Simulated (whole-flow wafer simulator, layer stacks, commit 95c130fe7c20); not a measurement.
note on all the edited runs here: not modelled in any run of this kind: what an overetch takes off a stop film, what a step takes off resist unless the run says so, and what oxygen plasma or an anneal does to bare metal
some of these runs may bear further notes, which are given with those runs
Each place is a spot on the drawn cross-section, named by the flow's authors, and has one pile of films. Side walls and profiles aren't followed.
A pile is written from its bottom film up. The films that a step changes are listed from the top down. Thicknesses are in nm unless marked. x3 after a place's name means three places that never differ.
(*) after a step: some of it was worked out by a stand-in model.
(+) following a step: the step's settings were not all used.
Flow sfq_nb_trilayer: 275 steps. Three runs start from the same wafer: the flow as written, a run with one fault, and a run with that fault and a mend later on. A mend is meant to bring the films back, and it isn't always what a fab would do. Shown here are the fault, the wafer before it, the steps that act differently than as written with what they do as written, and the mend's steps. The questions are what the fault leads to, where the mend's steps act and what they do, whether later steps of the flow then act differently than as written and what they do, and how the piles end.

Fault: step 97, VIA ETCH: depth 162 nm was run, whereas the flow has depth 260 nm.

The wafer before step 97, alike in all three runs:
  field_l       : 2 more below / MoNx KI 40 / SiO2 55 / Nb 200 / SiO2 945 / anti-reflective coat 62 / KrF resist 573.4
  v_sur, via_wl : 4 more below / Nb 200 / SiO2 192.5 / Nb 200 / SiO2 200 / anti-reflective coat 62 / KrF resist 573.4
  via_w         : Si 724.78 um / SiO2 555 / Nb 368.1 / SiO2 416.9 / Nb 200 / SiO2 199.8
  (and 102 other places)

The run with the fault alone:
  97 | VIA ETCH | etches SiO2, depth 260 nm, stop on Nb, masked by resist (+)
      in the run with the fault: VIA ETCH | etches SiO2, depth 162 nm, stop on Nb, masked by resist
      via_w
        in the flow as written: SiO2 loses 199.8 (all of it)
        in the run with the fault: SiO2 loses 162
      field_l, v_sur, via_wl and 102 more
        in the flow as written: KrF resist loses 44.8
        in the run with the fault: KrF resist loses 27.9
  Later steps of the flow acting differently than as written (not shown: 3 more steps that differ only slightly, by at most 2% or 0.5 nm, whichever is larger):
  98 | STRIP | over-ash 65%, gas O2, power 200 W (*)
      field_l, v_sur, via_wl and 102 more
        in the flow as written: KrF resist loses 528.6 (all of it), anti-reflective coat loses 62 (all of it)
        in the run with the fault: KrF resist loses 545.5 (all of it), anti-reflective coat loses 62 (all of it)
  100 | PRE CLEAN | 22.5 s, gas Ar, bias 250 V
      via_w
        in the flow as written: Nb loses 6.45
        in the run with the fault: SiO2 loses 7.5
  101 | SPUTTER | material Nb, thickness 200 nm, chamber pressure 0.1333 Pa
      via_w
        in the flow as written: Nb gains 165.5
        in the run with the fault: Nb gains 173.6 (new film)
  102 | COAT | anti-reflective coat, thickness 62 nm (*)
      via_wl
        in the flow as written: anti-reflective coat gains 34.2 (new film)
        in the run with the fault: anti-reflective coat gains 33.2 (new film)
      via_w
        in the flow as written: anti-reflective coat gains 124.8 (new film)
        in the run with the fault: anti-reflective coat gains 115 (new film)
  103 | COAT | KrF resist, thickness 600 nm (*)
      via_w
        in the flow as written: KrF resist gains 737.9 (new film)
        in the run with the fault: KrF resist gains 708.2 (new film)
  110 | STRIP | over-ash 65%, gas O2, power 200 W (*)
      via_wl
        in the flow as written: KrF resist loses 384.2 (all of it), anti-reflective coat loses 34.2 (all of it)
        in the run with the fault: KrF resist loses 389.3 (all of it), anti-reflective coat loses 33.2 (all of it)
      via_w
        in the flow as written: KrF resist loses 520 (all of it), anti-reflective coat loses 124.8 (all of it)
        in the run with the fault: KrF resist loses 490.4 (all of it), anti-reflective coat loses 115 (all of it)
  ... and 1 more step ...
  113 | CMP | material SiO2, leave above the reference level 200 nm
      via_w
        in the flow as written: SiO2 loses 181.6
        in the run with the fault: SiO2 loses 157.1
  By the end, the piles at via_w depart from the flow's by more than 2% or 0.5 nm, whichever is larger.
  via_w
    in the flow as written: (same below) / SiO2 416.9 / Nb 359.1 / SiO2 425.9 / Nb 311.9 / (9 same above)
    in the run with the fault: (same below) / SiO2 416.9 / Nb 200 / SiO2 30.3 / Nb 173.6 / SiO2 381.1 / Nb 311.9 / (9 same above)

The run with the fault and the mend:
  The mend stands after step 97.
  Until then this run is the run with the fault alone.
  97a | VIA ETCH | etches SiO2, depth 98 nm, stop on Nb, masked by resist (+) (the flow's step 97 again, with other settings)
      field_l, v_sur, via_wl and 102 more
        KrF resist loses 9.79
      via_w
        SiO2 loses 37.8 (all of it)
  None of the later steps of the flow differs from how it acts as written, at any place that is followed, by more than 2% or 0.5 nm, whichever is larger.
  The piles end the same as the flow's at every place that both follow.
